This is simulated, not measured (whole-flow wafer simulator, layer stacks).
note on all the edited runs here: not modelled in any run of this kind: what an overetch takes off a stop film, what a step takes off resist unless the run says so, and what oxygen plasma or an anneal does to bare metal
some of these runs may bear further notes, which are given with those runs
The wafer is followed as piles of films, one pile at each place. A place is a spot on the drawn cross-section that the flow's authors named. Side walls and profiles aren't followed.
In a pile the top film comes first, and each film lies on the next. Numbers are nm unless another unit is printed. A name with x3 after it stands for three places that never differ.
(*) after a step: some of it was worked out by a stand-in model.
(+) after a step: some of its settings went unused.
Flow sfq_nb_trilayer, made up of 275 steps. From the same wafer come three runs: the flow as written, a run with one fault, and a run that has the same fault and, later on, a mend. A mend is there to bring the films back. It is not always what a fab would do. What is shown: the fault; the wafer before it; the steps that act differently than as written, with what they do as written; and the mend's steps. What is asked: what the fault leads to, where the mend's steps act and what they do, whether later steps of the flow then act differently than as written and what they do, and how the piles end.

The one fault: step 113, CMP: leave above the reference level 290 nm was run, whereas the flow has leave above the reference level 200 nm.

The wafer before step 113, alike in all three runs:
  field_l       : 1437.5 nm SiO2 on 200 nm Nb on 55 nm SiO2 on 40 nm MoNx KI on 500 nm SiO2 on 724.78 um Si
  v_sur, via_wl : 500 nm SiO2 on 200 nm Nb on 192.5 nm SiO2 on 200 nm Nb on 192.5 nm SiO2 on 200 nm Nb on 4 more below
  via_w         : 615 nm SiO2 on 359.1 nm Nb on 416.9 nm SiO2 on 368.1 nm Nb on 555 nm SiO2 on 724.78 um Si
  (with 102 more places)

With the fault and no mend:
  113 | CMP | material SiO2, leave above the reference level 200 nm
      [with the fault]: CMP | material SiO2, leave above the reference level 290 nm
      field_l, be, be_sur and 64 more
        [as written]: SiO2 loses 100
        [with the fault]: SiO2 loses 10
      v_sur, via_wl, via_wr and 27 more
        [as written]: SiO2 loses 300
        [with the fault]: SiO2 loses 210
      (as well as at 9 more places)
  Steps later in the flow that act otherwise than as written (4 more steps, not shown, differ only slightly: by at most 2% or 0.5 nm, whichever is larger):
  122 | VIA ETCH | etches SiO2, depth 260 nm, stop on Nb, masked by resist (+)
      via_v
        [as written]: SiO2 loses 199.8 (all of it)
        [with the fault]: SiO2 loses 260
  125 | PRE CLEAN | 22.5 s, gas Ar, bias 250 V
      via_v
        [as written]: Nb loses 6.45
        [with the fault]: SiO2 loses 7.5
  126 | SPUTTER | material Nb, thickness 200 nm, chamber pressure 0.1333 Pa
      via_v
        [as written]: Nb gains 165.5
        [with the fault]: Nb gains 152.6 (new film)
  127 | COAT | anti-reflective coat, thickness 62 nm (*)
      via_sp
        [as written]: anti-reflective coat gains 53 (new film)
        [with the fault]: anti-reflective coat gains 50.1 (new film)
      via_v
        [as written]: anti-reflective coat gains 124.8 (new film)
        [with the fault]: anti-reflective coat gains 128.6 (new film)
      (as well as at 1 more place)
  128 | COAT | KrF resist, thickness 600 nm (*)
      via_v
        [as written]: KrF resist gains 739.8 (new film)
        [with the fault]: KrF resist gains 797.5 (new film)
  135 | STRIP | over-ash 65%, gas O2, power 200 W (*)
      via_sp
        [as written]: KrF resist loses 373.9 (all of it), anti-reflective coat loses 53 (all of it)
        [with the fault]: KrF resist loses 369.8 (all of it), anti-reflective coat loses 50.1 (all of it)
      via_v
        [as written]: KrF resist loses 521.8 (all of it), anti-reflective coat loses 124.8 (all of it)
        [with the fault]: KrF resist loses 579.3 (all of it), anti-reflective coat loses 128.6 (all of it)
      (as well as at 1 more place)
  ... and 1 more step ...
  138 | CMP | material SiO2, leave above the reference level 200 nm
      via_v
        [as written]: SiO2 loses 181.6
        [with the fault]: SiO2 loses 157.1
  By the end, the piles at field_l, v_sur, via_wl and 103 more depart from the flow's by more than 2% or 0.5 nm, whichever is larger.
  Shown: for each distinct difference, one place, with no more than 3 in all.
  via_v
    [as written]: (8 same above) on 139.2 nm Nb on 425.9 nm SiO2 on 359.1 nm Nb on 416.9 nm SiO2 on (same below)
    [with the fault]: (8 same above) on 139.2 nm Nb on 500.1 nm SiO2 on 152.6 nm Nb on 22.3 nm SiO2 on 200 nm Nb on 416.9 nm SiO2 on (same below)
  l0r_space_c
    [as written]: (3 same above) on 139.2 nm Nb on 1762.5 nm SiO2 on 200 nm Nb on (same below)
    [with the fault]: (3 same above) on 139.2 nm Nb on 1852.5 nm SiO2 on 200 nm Nb on (same below)
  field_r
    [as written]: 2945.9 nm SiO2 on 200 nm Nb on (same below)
    [with the fault]: 3035.9 nm SiO2 on 200 nm Nb on (same below)

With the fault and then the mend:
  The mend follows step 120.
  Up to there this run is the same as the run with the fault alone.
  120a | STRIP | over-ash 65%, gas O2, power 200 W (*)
      field_l, v_sur, via_wl and 102 more
        KrF resist loses 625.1 (all of it), anti-reflective coat loses 62 (all of it)
      via_v
        anti-reflective coat loses 62 (all of it)
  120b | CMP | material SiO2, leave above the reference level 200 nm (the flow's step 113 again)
      field_l, v_sur, via_wl and 103 more
        SiO2 loses 90
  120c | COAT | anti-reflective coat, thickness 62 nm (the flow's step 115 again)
      field_l, v_sur, via_wl and 103 more
        anti-reflective coat gains 62 (new film)
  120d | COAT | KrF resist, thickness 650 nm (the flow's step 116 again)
      field_l, v_sur, via_wl and 103 more
        KrF resist gains 650 (new film)
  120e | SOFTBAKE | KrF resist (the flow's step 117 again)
      does not change any film at any place that is followed
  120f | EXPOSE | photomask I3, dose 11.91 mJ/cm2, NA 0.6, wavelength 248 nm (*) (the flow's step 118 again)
      does not change any film at any place that is followed
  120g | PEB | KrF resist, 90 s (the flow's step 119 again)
      field_l, v_sur, via_wl and 103 more
        KrF resist loses 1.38
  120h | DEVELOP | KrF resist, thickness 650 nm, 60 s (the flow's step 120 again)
      field_l, v_sur, via_wl and 102 more
        KrF resist loses 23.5
      via_v
        KrF resist loses 648.6 (all of it)
  None of the later steps of the flow acts differently than as written at any place that is followed.
  At every place that both follow, the piles at the end match the flow's.
